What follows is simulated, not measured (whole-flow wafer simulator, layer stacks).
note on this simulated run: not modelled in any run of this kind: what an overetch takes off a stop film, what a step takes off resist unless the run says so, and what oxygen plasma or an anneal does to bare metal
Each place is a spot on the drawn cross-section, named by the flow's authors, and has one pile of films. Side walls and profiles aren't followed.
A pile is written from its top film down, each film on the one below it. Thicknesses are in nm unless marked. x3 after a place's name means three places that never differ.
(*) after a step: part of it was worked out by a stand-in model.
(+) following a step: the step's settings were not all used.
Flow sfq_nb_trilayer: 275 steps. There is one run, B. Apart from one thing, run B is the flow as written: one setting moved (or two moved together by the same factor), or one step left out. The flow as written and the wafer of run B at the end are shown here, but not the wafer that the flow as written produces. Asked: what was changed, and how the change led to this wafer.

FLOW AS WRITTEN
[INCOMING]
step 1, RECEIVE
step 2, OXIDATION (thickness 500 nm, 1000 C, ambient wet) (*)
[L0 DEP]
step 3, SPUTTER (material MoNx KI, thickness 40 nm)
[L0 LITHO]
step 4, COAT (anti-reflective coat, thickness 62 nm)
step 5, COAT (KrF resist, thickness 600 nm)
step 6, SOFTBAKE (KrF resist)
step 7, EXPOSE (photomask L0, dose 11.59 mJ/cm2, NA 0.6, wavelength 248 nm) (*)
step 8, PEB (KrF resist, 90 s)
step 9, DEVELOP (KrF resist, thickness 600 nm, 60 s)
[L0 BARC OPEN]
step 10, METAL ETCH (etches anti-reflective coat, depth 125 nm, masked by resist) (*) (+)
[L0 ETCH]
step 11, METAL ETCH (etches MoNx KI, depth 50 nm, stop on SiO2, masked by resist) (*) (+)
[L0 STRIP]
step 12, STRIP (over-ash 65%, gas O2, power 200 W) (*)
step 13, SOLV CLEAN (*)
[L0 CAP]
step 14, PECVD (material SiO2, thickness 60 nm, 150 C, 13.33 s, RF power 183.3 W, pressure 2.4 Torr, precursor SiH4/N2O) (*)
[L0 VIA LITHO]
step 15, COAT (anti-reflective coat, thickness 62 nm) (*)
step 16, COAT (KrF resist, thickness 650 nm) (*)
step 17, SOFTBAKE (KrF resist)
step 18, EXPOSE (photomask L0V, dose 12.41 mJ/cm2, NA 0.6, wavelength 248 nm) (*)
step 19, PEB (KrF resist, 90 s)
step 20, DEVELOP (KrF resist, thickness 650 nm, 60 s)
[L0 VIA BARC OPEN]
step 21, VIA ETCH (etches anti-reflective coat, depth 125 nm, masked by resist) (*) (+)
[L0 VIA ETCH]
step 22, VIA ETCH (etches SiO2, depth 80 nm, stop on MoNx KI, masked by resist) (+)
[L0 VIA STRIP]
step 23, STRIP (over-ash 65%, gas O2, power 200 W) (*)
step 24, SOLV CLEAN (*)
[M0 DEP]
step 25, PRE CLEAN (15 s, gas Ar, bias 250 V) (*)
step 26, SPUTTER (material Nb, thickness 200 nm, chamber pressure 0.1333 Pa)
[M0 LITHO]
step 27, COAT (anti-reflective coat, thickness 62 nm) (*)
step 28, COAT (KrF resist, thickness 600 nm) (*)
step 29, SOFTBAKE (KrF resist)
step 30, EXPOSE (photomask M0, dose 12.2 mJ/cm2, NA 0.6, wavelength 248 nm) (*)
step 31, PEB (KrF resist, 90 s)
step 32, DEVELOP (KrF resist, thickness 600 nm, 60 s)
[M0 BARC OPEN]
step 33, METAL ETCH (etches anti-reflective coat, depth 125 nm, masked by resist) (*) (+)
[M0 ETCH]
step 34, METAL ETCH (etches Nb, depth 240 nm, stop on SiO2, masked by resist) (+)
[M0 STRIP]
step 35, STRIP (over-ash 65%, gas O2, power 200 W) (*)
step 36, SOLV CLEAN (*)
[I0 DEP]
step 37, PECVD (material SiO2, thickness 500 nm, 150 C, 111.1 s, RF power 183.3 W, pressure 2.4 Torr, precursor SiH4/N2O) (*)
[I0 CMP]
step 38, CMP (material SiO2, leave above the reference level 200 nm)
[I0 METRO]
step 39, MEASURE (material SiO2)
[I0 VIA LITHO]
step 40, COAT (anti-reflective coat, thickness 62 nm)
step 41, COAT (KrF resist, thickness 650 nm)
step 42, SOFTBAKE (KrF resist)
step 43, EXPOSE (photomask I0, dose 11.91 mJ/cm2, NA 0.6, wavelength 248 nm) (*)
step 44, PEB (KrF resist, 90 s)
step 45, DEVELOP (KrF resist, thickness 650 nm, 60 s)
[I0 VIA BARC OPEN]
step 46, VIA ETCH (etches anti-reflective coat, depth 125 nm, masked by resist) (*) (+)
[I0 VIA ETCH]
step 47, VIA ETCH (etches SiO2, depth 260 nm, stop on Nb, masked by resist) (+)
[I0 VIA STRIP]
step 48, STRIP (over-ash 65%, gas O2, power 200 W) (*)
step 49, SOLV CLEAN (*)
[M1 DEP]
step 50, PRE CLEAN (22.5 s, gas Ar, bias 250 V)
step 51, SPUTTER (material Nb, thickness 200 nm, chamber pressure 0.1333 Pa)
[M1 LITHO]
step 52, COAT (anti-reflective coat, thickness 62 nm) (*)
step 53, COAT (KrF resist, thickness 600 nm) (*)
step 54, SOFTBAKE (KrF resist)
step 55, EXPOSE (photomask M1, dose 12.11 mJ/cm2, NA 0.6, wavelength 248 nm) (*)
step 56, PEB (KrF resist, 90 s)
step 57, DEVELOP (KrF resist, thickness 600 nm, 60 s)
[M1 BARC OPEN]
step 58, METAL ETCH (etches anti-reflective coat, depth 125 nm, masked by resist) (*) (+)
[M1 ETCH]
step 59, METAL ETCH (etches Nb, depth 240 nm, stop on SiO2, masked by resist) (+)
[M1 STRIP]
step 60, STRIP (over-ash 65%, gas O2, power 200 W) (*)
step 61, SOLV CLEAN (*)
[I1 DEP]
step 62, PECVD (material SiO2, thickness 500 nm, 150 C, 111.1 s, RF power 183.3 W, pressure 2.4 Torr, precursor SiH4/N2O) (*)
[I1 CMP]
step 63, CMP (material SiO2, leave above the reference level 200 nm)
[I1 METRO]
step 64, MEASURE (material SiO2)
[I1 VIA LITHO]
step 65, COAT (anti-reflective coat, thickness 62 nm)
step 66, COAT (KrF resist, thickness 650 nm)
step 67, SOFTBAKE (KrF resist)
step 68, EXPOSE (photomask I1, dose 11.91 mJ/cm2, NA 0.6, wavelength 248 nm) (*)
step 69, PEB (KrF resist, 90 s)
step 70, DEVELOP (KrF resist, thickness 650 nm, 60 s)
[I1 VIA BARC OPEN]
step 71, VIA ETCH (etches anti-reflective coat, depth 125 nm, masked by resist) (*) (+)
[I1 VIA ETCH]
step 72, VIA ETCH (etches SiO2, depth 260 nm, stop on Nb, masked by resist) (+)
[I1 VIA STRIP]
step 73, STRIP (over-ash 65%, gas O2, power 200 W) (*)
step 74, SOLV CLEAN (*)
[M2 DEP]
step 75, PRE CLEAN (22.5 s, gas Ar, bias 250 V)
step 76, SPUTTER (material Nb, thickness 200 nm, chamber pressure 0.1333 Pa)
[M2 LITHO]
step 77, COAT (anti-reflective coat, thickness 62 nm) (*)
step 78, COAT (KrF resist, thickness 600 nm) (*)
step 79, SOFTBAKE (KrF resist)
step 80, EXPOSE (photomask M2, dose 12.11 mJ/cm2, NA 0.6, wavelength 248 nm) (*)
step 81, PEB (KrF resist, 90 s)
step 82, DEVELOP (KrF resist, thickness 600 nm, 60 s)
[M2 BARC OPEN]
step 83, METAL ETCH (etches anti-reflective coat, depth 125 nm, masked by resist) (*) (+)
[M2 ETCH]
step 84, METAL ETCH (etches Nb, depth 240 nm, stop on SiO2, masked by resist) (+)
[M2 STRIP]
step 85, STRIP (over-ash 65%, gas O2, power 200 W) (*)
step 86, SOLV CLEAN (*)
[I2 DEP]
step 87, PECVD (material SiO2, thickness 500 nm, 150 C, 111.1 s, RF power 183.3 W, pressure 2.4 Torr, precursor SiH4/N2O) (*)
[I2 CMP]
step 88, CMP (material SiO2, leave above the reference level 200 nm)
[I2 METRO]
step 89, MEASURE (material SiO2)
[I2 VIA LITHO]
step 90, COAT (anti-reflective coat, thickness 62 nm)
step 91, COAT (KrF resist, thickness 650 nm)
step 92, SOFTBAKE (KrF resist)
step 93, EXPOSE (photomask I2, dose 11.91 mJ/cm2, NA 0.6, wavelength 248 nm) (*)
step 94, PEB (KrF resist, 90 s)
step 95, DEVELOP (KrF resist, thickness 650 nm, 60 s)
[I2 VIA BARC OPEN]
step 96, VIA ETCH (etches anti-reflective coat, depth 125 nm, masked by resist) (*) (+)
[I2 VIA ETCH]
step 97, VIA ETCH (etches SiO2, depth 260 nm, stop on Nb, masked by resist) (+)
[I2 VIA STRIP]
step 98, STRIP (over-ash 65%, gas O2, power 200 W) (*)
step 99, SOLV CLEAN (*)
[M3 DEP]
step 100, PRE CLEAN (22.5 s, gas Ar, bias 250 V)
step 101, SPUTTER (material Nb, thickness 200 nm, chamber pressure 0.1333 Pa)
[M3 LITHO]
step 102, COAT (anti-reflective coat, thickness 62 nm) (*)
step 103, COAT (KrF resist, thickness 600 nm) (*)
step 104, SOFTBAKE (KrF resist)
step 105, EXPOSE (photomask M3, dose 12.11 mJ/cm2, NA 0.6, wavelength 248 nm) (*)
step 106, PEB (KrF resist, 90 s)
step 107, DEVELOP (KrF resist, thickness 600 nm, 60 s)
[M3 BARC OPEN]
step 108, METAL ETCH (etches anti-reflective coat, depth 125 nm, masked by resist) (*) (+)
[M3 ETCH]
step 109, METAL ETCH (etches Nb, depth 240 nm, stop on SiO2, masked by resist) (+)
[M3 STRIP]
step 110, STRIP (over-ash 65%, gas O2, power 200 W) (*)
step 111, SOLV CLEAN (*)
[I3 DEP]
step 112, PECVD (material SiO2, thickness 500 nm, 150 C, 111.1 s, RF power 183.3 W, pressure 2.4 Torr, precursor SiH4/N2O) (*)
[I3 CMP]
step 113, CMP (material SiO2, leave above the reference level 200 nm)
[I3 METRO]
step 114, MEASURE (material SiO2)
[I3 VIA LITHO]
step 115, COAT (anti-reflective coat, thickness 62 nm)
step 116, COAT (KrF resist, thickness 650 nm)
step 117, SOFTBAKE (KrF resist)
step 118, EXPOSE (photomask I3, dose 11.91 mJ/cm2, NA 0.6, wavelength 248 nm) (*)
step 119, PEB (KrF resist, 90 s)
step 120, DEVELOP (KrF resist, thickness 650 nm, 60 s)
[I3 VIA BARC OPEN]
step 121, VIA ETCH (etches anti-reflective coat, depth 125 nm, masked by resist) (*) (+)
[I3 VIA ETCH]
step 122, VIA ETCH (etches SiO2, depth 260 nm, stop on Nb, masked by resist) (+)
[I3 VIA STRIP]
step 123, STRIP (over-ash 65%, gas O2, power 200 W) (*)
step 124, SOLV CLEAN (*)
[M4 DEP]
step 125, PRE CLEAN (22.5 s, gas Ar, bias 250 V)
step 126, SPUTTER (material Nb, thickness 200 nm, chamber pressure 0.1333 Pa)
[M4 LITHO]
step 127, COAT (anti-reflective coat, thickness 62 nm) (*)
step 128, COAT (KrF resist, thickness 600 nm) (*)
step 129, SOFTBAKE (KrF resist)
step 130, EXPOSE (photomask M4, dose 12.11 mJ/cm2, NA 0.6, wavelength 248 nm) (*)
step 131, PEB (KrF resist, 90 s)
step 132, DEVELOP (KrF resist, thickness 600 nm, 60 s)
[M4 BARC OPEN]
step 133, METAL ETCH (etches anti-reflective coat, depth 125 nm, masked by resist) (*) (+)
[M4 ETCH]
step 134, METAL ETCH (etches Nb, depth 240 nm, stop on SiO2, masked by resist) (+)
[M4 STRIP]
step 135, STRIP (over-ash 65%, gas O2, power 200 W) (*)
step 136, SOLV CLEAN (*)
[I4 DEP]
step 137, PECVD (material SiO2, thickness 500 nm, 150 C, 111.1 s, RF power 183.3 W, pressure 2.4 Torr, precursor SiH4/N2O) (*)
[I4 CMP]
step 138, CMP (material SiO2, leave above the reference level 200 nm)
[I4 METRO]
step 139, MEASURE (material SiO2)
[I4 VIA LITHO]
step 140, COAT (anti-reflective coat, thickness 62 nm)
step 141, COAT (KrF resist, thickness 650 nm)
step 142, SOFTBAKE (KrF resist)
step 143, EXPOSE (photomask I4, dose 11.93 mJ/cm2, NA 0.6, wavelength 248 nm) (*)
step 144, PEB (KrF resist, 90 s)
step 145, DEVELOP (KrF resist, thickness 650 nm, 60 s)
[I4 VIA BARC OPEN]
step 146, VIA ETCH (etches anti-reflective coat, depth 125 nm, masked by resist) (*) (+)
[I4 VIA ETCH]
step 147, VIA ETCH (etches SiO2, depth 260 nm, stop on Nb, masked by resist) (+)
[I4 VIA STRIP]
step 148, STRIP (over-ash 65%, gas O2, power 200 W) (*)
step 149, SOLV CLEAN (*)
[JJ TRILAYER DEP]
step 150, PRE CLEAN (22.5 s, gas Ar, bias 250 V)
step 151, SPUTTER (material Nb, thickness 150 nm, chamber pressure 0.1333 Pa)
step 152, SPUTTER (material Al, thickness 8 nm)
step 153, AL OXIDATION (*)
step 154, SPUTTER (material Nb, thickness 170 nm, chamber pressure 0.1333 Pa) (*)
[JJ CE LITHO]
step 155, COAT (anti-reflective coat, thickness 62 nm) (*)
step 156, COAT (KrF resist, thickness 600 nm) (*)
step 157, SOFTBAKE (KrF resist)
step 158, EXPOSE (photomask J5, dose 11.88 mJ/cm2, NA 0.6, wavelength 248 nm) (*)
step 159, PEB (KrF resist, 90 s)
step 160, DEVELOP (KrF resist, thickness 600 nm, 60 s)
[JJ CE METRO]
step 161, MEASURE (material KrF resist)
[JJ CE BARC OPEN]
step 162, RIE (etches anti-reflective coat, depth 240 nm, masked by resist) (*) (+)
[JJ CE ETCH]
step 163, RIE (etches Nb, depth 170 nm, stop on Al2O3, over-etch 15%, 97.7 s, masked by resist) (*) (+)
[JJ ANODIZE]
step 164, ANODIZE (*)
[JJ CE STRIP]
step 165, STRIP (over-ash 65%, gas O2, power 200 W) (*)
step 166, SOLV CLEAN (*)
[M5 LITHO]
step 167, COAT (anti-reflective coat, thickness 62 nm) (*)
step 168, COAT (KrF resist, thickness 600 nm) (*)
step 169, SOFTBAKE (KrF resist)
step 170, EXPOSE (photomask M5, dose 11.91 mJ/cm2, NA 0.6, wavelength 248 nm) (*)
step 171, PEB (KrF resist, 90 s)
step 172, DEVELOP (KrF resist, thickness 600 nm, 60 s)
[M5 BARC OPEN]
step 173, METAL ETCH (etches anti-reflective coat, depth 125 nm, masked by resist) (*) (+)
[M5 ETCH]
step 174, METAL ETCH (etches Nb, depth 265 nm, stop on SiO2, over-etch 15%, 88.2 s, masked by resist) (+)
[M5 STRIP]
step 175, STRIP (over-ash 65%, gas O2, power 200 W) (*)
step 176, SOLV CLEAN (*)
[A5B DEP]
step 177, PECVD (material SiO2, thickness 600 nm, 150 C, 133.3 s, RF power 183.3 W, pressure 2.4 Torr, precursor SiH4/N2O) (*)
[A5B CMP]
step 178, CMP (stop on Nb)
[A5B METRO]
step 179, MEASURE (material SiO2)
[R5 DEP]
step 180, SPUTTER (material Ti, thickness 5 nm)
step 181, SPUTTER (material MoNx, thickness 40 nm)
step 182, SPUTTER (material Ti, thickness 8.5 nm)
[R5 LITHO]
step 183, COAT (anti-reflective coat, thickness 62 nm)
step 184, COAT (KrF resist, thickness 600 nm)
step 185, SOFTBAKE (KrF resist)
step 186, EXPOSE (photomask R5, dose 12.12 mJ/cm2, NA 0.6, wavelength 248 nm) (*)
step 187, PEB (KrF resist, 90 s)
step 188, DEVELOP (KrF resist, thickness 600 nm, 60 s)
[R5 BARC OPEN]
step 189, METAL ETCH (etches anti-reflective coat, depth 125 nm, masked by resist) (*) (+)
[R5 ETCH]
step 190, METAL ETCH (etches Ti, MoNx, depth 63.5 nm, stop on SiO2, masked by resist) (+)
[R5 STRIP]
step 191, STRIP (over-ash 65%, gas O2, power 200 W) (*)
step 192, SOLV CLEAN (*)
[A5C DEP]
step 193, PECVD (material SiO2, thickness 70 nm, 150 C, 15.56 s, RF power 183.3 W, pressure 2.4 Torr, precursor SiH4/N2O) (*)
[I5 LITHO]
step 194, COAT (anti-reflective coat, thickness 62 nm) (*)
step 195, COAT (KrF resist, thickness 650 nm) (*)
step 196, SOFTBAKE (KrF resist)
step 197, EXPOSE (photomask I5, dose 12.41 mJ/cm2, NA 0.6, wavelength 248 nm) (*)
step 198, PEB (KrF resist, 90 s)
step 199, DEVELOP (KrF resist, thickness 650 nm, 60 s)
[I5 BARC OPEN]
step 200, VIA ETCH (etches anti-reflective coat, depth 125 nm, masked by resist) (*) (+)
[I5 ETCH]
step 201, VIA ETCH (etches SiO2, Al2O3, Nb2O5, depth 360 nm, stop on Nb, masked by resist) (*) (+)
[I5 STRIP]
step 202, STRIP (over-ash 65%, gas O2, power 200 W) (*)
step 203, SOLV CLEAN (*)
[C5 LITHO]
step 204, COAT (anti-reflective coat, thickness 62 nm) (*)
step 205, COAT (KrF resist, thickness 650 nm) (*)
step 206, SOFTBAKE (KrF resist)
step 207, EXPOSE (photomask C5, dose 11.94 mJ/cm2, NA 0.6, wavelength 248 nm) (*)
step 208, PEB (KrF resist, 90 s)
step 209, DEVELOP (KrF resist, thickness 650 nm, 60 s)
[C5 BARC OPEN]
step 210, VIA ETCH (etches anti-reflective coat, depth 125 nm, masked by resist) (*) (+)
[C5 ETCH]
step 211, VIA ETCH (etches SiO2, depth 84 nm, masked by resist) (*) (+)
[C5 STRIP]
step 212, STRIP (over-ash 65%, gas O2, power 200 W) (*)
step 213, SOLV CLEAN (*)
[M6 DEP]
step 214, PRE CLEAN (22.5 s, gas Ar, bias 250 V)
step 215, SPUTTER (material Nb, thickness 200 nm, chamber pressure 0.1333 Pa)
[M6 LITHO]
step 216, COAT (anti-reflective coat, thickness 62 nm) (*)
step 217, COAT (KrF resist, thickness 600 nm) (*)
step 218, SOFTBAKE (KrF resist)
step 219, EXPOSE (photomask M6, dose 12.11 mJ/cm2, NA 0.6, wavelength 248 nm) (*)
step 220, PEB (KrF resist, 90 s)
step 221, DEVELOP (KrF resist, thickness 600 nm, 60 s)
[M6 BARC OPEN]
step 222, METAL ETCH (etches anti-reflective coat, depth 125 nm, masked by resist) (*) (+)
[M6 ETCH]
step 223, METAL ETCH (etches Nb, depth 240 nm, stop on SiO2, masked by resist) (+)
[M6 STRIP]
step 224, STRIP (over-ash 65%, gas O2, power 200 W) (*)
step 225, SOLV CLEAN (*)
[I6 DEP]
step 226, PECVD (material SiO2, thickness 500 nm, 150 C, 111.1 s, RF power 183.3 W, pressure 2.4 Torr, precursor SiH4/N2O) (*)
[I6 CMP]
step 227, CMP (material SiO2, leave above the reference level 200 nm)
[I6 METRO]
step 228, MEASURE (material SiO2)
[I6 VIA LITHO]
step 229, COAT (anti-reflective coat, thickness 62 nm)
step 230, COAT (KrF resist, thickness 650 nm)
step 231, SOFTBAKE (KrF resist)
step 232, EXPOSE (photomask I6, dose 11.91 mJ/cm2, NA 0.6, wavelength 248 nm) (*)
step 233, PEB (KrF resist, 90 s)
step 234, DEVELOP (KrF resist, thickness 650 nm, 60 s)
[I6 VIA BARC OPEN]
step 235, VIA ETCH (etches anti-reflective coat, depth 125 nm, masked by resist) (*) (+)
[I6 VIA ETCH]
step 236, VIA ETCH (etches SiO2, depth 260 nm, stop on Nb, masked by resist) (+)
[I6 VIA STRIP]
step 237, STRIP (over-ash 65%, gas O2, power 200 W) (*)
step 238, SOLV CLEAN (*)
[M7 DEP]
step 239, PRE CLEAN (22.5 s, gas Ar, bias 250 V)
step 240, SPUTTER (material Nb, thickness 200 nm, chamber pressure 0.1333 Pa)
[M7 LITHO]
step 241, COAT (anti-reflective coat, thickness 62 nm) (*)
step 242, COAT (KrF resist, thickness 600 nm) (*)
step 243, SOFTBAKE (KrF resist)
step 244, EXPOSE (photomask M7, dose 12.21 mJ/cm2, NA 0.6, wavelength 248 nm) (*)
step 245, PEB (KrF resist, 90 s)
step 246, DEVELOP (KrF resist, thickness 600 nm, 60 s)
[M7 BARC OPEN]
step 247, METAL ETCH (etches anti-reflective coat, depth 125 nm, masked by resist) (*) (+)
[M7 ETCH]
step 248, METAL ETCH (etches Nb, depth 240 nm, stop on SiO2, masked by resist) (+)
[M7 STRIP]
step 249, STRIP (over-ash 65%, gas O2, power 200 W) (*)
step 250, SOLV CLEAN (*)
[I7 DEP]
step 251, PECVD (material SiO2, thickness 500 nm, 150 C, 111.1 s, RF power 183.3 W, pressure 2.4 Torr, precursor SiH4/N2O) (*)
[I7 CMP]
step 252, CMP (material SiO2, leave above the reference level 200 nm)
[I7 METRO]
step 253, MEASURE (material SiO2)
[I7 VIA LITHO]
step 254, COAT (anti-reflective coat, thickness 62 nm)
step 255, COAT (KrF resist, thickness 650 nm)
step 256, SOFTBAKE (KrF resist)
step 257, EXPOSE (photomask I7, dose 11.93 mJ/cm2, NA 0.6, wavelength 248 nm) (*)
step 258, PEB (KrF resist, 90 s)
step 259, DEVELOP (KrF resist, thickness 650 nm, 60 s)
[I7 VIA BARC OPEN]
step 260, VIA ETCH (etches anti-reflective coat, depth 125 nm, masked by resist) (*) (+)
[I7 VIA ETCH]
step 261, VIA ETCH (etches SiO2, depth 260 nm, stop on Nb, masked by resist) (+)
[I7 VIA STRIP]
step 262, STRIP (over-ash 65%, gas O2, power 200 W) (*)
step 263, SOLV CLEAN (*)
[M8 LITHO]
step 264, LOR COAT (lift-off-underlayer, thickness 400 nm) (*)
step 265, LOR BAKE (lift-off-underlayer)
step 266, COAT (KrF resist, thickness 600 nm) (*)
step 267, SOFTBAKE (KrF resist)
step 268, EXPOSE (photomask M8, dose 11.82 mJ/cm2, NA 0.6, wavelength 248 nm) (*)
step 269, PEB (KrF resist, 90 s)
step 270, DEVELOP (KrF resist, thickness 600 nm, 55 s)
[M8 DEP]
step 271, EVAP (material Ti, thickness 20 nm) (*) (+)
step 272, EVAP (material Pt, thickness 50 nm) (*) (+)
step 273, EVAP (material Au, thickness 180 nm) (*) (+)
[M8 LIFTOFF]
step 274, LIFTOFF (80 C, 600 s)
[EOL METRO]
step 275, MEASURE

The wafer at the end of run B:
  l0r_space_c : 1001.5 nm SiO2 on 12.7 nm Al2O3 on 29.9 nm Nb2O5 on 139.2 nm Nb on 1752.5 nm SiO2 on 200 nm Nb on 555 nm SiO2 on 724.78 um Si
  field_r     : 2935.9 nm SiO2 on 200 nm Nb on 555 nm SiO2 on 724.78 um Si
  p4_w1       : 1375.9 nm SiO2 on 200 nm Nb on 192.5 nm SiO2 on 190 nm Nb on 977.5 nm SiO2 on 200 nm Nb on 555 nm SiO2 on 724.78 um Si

Cause: step 101, SPUTTER: thickness 190 nm was run, while the flow as written has thickness 200 nm.
The wafer itself shows it: p4_w1 has Nb 190, and step 101 as written asks for 200 nm.

The path from the change to this, step by step:
  step 101, SPUTTER (material Nb, thickness 200 nm, chamber pressure 0.1333 Pa)
      field_l, v_sur, via_wl and 102 more: Nb gains 190 (new film) (as written it would have been: Nb gains 200 (new film))
      via_w: Nb gains 157.2 (as written it would have been: Nb gains 165.5)
  step 102, COAT (anti-reflective coat, thickness 62 nm) (*)
      via_wl, via_wr: anti-reflective coat gains 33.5 (new film) (as written it would have been: anti-reflective coat gains 34.2 (new film))
  step 109, METAL ETCH (etches Nb, depth 240 nm, stop on SiO2, masked by resist) (+)
      field_l, be, be_sur and 72 more: Nb loses 190 (all of it) (as written it would have been: Nb loses 200 (all of it))
  step 110, STRIP (over-ash 65%, gas O2, power 200 W) (*)
      via_wl: KrF resist loses 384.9 (all of it), anti-reflective coat loses 33.5 (all of it) (as written it would have been: KrF resist loses 384.2 (all of it), anti-reflective coat loses 34.2 (all of it))
      via_wr: KrF resist loses 385 (all of it), anti-reflective coat loses 33.5 (all of it) (as written it would have been: KrF resist loses 384.2 (all of it), anti-reflective coat loses 34.2 (all of it))
  step 113, CMP (material SiO2, leave above the reference level 200 nm)
      field_l, be, be_sur and 64 more: SiO2 loses 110 (as written it would have been: SiO2 loses 100)
